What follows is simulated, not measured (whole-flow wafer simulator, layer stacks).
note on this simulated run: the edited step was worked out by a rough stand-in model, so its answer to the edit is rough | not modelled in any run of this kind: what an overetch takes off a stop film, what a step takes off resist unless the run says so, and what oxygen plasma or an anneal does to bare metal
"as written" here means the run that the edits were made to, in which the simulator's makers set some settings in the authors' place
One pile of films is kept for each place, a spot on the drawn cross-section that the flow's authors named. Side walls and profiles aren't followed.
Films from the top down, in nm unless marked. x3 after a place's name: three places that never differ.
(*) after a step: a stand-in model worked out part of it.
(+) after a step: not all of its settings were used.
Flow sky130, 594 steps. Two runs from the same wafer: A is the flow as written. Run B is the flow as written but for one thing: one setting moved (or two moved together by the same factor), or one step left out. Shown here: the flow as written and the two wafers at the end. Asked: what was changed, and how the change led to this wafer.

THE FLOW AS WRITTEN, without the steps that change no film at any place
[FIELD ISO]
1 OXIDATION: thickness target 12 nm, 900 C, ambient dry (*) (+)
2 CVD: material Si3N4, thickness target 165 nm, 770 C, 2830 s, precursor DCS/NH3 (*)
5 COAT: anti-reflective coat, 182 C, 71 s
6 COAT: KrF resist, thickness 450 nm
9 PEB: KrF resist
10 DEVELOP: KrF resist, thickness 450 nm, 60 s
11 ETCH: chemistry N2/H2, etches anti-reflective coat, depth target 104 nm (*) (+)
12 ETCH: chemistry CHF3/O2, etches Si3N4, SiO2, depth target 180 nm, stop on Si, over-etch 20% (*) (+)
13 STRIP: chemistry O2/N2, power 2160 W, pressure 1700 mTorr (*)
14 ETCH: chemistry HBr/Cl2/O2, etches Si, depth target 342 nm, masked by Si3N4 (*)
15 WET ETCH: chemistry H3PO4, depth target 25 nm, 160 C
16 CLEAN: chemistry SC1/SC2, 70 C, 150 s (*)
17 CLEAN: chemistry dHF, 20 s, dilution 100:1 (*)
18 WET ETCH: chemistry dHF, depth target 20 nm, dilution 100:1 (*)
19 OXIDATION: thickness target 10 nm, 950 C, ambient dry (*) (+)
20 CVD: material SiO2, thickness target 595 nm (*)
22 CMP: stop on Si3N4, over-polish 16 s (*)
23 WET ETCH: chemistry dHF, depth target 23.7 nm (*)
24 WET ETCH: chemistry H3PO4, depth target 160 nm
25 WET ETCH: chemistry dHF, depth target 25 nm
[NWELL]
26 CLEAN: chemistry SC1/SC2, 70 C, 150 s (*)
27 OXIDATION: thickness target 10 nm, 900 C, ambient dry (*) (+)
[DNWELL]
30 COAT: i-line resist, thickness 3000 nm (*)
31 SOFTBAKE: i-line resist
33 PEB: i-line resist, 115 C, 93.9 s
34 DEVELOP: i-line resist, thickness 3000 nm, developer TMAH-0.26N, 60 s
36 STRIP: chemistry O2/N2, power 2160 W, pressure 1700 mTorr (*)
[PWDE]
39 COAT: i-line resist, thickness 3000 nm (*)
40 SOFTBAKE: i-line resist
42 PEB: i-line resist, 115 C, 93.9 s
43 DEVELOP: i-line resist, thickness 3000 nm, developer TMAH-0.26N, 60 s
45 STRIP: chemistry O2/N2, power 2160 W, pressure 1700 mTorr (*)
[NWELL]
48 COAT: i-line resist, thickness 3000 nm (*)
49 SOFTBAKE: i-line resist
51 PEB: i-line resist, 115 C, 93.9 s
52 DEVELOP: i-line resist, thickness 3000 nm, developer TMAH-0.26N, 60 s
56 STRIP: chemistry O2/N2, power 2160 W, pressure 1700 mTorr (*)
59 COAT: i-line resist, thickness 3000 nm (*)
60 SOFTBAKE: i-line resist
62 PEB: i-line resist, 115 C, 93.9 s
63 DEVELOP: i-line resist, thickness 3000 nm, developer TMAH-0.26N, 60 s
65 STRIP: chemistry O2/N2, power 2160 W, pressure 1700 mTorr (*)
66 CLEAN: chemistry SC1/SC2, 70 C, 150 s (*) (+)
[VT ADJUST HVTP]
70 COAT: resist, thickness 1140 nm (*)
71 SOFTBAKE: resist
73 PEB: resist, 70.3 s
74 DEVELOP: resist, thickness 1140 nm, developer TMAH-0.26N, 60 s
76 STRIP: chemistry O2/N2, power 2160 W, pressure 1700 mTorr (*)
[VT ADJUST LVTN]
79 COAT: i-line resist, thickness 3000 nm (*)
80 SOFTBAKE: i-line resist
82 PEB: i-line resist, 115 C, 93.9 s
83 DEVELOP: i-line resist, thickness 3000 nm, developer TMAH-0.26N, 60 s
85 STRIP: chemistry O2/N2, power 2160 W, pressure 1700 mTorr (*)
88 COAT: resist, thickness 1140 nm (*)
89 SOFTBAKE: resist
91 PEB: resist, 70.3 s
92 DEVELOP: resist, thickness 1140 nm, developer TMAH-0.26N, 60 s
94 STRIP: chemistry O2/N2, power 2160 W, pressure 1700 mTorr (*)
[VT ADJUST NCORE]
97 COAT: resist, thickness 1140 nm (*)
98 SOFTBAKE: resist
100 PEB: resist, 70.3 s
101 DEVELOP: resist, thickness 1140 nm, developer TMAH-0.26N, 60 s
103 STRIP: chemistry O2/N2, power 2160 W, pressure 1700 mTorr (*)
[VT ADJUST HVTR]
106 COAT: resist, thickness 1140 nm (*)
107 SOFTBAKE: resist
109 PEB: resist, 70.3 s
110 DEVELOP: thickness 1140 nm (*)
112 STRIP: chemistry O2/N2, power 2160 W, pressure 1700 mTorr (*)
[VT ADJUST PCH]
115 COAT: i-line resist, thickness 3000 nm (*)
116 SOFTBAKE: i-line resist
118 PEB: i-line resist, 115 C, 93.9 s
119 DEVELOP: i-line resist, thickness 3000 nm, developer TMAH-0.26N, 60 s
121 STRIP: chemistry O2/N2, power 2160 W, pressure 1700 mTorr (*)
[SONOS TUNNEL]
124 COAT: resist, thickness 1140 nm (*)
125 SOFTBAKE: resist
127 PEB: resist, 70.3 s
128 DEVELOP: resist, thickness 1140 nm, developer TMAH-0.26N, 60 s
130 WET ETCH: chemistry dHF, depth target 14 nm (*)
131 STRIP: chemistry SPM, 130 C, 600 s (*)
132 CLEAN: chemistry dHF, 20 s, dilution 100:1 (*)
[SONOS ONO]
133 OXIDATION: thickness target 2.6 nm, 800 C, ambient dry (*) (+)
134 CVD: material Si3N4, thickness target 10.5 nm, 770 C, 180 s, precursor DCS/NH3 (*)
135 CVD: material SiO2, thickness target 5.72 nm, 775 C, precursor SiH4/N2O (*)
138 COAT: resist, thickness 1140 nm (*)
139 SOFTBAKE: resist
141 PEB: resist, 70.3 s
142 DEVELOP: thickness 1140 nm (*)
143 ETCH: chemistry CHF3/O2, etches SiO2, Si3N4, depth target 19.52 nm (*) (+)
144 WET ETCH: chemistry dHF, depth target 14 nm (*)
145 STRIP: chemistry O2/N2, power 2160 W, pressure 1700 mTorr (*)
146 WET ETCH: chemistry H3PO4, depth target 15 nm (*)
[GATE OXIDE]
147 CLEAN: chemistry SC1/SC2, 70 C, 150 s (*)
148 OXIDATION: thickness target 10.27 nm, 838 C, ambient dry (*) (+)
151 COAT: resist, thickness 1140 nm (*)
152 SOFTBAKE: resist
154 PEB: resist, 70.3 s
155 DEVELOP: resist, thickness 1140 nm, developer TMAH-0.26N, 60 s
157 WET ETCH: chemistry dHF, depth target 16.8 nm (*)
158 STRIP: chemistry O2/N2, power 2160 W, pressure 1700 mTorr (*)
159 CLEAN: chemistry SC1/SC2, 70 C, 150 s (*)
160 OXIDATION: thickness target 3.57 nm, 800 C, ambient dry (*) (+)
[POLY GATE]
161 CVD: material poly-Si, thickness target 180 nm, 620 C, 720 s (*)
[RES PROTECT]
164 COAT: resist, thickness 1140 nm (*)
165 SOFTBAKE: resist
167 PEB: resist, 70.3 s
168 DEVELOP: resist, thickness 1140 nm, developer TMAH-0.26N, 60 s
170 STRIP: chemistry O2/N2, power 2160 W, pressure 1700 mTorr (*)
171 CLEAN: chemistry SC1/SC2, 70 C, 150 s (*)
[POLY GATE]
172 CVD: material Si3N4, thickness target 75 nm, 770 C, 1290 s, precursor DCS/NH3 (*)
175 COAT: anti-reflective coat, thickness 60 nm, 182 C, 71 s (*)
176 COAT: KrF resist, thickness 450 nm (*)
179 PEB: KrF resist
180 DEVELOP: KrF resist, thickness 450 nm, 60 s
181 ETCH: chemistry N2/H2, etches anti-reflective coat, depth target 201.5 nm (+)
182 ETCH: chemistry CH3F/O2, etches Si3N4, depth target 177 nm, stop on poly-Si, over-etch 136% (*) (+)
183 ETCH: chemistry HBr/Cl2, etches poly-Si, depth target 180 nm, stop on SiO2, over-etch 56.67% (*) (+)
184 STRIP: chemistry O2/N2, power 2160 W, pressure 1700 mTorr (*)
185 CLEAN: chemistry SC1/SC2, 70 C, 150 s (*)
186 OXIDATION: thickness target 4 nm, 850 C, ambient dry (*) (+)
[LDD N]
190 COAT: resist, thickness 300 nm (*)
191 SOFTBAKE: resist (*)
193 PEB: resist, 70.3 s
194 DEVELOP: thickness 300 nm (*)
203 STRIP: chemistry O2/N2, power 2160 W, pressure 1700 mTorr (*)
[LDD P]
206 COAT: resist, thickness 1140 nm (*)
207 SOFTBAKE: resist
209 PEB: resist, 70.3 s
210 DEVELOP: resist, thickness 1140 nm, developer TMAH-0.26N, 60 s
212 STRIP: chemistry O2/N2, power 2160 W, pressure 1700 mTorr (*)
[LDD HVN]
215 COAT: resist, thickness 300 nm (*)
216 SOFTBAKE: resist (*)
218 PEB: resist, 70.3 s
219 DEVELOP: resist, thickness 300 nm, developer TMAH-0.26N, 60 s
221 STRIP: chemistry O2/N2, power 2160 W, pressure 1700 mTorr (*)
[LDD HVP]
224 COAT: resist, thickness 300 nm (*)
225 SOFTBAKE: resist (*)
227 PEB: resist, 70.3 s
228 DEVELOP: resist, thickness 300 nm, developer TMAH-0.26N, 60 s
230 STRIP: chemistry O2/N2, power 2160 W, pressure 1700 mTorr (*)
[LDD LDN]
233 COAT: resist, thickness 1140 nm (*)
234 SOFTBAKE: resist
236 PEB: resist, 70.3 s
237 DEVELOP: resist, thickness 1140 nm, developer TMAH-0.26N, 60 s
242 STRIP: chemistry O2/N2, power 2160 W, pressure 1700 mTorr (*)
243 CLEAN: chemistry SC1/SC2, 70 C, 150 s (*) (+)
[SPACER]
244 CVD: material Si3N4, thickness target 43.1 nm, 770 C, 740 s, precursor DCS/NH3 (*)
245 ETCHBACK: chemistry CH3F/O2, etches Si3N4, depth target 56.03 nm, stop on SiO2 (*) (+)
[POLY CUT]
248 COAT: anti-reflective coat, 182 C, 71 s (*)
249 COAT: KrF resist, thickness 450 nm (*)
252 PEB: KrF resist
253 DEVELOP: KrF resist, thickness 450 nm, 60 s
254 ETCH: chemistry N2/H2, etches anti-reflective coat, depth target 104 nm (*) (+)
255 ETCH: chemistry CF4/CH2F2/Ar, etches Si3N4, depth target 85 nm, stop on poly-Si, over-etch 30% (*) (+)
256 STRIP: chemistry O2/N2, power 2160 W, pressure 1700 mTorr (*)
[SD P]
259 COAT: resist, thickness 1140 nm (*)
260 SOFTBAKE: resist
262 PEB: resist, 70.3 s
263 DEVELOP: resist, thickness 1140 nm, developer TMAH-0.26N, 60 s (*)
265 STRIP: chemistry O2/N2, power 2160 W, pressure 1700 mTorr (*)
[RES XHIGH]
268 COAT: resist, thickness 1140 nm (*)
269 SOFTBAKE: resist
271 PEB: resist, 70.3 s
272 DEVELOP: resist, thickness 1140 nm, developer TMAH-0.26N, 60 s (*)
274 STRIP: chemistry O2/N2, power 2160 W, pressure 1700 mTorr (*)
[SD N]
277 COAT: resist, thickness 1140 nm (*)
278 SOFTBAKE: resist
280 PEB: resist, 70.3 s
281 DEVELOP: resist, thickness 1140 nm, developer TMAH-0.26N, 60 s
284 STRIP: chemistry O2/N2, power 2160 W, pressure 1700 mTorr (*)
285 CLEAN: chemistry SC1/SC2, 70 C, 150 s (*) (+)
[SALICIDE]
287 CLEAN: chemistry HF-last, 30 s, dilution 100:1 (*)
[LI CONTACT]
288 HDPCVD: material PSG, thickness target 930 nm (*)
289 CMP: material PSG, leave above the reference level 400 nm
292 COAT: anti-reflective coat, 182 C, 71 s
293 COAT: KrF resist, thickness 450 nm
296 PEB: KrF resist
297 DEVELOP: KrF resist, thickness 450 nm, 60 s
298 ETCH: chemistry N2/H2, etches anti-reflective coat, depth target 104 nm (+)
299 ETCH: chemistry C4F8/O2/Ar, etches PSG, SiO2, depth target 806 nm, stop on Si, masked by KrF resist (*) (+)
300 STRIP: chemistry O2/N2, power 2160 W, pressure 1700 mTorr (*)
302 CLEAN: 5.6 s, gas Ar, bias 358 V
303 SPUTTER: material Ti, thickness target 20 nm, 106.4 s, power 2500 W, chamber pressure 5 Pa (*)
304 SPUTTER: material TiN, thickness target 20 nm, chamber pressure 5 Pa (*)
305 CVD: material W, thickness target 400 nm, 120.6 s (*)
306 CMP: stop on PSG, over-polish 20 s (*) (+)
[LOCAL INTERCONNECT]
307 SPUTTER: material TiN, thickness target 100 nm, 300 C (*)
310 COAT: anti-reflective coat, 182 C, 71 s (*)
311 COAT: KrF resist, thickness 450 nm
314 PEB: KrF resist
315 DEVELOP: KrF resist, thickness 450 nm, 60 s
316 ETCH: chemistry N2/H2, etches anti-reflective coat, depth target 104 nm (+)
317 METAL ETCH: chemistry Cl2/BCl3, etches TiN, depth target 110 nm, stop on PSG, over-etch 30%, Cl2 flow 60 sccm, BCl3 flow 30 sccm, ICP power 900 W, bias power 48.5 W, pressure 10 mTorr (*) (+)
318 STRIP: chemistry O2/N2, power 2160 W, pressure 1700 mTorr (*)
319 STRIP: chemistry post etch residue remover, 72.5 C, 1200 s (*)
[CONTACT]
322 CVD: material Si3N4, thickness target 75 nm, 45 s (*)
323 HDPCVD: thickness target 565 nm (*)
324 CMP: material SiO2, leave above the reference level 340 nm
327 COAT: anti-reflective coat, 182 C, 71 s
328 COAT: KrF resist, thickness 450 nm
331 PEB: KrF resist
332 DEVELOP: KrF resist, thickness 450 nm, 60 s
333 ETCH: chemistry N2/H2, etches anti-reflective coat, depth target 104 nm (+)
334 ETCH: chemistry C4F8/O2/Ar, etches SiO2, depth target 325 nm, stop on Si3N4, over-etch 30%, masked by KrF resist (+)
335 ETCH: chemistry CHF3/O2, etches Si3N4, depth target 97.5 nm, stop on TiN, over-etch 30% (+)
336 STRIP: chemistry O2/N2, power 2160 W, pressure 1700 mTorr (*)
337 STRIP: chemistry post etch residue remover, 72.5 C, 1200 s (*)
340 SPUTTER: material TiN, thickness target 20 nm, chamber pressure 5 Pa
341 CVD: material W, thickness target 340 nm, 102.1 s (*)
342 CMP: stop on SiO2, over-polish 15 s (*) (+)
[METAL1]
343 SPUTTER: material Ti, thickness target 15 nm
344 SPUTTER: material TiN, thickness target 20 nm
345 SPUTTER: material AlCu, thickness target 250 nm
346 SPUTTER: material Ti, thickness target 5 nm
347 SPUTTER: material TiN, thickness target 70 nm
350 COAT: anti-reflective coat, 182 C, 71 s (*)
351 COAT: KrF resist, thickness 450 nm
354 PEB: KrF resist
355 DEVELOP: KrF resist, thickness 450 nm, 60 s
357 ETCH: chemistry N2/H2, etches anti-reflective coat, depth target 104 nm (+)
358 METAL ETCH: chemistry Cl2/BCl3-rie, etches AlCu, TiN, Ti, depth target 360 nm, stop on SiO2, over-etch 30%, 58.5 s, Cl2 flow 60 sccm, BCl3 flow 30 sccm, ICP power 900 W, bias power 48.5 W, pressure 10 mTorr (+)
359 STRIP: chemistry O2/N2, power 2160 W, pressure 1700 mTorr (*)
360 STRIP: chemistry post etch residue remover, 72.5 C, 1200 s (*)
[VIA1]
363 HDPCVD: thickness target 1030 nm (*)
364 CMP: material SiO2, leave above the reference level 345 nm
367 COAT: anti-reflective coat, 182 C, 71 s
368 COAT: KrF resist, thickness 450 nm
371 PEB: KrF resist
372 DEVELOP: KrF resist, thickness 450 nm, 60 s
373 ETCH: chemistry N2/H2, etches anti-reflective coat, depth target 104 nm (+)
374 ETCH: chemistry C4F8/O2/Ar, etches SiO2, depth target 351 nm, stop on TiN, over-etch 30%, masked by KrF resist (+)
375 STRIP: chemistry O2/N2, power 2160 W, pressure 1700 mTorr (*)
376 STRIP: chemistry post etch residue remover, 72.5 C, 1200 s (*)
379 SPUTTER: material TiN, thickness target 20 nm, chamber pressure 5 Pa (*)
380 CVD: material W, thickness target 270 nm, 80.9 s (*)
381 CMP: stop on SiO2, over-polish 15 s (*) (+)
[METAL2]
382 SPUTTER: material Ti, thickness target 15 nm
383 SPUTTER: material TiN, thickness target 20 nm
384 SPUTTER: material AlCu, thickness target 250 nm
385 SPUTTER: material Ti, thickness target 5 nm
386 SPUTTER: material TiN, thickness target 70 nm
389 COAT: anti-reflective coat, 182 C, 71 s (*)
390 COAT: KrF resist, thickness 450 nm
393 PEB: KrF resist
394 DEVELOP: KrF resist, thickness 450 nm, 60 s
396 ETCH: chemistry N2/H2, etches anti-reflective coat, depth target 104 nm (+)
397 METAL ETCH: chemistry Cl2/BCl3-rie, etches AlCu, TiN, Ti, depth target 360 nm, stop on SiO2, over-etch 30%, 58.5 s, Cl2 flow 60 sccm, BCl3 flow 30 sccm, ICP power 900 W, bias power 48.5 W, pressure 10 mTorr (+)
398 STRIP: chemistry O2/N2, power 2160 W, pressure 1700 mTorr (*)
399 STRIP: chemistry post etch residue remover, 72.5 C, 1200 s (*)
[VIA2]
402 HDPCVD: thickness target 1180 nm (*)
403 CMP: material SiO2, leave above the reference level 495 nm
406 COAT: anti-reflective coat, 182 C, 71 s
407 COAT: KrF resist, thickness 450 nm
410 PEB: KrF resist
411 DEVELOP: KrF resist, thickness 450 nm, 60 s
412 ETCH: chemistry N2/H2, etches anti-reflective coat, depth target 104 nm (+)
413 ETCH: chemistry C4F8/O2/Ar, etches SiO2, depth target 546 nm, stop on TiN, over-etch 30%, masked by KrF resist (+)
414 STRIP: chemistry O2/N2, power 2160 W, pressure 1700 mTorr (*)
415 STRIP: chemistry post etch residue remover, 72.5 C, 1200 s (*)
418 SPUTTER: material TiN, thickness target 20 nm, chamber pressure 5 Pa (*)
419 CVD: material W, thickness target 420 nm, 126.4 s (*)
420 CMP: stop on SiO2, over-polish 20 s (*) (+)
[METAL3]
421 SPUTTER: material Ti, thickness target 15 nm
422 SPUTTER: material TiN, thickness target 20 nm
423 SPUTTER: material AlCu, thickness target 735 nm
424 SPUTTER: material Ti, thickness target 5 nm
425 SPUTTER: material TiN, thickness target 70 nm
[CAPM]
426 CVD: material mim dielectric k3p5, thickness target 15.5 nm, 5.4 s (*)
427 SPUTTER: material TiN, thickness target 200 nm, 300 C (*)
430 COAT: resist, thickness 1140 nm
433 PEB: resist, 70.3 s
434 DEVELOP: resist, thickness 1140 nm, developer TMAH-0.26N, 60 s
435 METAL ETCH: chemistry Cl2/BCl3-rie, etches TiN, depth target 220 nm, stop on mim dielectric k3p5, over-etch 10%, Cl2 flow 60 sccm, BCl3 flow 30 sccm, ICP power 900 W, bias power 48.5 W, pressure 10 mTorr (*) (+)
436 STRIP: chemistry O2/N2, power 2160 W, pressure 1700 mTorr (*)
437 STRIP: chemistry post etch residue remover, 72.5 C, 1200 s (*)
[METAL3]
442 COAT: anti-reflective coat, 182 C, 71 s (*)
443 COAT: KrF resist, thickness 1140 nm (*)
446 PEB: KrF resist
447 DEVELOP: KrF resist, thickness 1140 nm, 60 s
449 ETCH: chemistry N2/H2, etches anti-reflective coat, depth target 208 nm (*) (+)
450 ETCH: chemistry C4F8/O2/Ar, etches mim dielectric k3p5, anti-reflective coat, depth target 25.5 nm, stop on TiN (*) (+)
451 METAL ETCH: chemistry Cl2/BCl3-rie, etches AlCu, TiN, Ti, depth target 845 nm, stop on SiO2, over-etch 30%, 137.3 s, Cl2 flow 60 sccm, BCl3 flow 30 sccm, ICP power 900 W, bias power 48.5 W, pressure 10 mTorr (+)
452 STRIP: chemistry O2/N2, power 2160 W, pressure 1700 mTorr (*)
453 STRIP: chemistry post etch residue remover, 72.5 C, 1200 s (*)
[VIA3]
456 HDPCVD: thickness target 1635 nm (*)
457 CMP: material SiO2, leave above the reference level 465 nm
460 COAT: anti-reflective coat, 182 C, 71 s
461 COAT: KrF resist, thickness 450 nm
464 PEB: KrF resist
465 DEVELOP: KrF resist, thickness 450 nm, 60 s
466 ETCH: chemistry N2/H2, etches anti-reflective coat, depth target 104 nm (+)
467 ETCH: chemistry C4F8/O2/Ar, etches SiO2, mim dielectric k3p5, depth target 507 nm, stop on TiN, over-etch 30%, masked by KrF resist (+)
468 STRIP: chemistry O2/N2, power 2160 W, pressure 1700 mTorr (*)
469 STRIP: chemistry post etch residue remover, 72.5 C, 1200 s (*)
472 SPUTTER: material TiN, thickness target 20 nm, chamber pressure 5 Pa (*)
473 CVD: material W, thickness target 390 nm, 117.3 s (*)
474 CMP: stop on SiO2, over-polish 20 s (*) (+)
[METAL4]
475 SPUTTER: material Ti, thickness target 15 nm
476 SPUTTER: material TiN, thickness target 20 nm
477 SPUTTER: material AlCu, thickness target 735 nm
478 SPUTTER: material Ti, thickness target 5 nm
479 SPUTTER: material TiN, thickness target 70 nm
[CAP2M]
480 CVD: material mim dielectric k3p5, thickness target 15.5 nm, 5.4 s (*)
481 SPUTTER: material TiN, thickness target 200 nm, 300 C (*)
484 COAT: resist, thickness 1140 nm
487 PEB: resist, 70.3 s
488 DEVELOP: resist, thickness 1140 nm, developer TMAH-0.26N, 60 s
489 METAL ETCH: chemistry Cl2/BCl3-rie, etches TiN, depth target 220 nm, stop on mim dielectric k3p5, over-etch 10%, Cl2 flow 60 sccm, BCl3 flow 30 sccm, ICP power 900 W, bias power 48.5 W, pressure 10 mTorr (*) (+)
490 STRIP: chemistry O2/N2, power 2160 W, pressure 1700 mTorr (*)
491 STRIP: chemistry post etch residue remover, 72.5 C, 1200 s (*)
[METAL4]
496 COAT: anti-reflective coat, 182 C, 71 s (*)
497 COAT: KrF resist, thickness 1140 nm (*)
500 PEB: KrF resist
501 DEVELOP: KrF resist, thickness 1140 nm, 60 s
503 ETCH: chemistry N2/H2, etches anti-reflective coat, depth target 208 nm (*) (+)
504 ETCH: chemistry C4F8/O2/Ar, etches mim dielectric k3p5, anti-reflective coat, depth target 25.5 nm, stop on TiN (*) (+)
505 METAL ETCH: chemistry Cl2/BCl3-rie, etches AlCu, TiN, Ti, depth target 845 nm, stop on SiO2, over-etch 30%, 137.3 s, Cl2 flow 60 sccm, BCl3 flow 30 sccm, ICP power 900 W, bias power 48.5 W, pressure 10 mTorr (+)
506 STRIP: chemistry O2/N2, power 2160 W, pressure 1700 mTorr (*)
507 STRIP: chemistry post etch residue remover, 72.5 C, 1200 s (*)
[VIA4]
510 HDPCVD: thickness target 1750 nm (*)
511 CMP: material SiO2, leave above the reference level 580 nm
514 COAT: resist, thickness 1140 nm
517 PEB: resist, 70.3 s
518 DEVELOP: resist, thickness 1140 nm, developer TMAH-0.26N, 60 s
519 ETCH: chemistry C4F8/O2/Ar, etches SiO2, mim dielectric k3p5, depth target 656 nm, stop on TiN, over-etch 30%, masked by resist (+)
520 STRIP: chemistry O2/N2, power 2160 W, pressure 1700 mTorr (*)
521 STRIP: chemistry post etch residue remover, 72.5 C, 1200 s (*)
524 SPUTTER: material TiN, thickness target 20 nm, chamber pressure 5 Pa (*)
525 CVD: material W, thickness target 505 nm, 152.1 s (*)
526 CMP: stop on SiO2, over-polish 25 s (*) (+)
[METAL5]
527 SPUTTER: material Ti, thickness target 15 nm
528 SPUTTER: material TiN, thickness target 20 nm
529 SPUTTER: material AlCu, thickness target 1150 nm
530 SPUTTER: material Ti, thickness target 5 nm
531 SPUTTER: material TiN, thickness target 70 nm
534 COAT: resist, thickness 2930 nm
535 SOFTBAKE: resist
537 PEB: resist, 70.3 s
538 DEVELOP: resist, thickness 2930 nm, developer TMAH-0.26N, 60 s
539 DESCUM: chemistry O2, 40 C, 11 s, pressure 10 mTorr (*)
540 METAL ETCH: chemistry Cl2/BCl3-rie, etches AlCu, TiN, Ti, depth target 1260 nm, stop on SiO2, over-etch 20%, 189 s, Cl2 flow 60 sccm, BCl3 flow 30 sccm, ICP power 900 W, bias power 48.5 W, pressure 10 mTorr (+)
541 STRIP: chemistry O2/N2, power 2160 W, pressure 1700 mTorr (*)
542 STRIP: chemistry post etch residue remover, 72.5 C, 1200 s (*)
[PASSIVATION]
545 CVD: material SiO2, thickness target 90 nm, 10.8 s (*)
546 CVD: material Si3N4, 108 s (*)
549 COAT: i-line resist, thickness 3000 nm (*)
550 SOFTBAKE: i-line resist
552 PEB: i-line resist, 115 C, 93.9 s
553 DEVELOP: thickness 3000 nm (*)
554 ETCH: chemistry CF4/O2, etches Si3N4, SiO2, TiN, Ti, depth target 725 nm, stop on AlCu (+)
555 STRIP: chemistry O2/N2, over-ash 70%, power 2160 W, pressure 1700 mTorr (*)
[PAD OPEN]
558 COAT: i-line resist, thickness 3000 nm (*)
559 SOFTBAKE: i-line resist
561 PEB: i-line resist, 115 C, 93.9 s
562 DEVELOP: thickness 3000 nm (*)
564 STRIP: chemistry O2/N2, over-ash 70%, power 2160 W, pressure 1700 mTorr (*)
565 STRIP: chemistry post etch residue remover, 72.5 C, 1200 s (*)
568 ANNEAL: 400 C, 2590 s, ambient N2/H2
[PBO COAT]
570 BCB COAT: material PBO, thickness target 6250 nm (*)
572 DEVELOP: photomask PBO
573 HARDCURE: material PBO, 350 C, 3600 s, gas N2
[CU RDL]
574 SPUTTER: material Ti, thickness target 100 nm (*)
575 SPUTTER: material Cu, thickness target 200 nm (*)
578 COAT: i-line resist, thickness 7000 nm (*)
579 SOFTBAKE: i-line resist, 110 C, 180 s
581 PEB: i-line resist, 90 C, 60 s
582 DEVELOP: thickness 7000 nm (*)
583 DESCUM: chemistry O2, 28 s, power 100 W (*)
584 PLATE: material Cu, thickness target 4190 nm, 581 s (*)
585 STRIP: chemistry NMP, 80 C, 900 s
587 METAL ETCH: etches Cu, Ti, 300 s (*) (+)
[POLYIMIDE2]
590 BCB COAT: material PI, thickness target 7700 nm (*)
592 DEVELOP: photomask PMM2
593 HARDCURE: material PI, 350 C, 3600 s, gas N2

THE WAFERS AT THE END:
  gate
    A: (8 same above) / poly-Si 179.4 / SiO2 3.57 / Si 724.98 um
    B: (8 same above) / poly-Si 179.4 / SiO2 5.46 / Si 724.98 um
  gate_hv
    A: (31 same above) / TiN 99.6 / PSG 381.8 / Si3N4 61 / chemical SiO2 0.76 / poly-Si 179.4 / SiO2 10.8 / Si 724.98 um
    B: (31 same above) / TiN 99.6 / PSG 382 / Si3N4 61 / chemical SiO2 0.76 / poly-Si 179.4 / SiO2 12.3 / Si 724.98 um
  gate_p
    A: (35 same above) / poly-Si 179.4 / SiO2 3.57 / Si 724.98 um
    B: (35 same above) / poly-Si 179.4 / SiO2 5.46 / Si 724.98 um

The cause: step 160, OXIDATION: thickness target 5.46 nm was run, where the flow has thickness target 3.57 nm.
It can be read off the wafer: gate has SiO2 5.46, and step 160 as written asks for 3.57 nm.

How the change led to this, step by step:
  160 OXIDATION: thickness target 3.57 nm, 800 C, ambient dry (*) (+)
      active, n_well, p_well and 58 more: A SiO2 +3.57 (new film), chemical SiO2 -0.76 (all of it), Si -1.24 | B SiO2 +5.46 (new film), chemical SiO2 -0.76 (all of it), Si -2.07
      gate_hv, m1, pad and 37 more: A SiO2 +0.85, Si -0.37 | B SiO2 +2.38, Si -1.05
  248 COAT: anti-reflective coat, 182 C, 71 s (*)
      m1: A anti-reflective coat +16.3 (new film) | B anti-reflective coat +15.7 (new film)
      gate_lg05: A anti-reflective coat +18.6 (new film) | B anti-reflective coat +17.9 (new film)
      (and at 1 more place)
  256 STRIP: chemistry O2/N2, power 2160 W, pressure 1700 mTorr (*)
      m1: A KrF resist -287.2 (all of it), anti-reflective coat -16.3 (all of it) | B KrF resist -287.3 (all of it), anti-reflective coat -15.7 (all of it)
      gate_lg05: A KrF resist -307 (all of it), anti-reflective coat -18.6 (all of it) | B KrF resist -307.1 (all of it), anti-reflective coat -17.9 (all of it)
      (and at 1 more place)
  299 ETCH: chemistry C4F8/O2/Ar, etches PSG, SiO2, depth target 806 nm, stop on Si, masked by KrF resist (*) (+)
      contact, ndiff_licon, ndiff_licon_cpp: A PSG -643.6 (all of it), SiO2 -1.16 (all of it) | B PSG -643.7 (all of it), SiO2 -2.75 (all of it)
  303 SPUTTER: material Ti, thickness target 20 nm, 106.4 s, power 2500 W, chamber pressure 5 Pa (*)
      ndiff_licon_cpp: A Ti +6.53 (new film) | B Ti +7.21 (new film)
  306 CMP: stop on PSG, over-polish 20 s (*) (+)
      poly_licon: A W -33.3 | B W -32.4
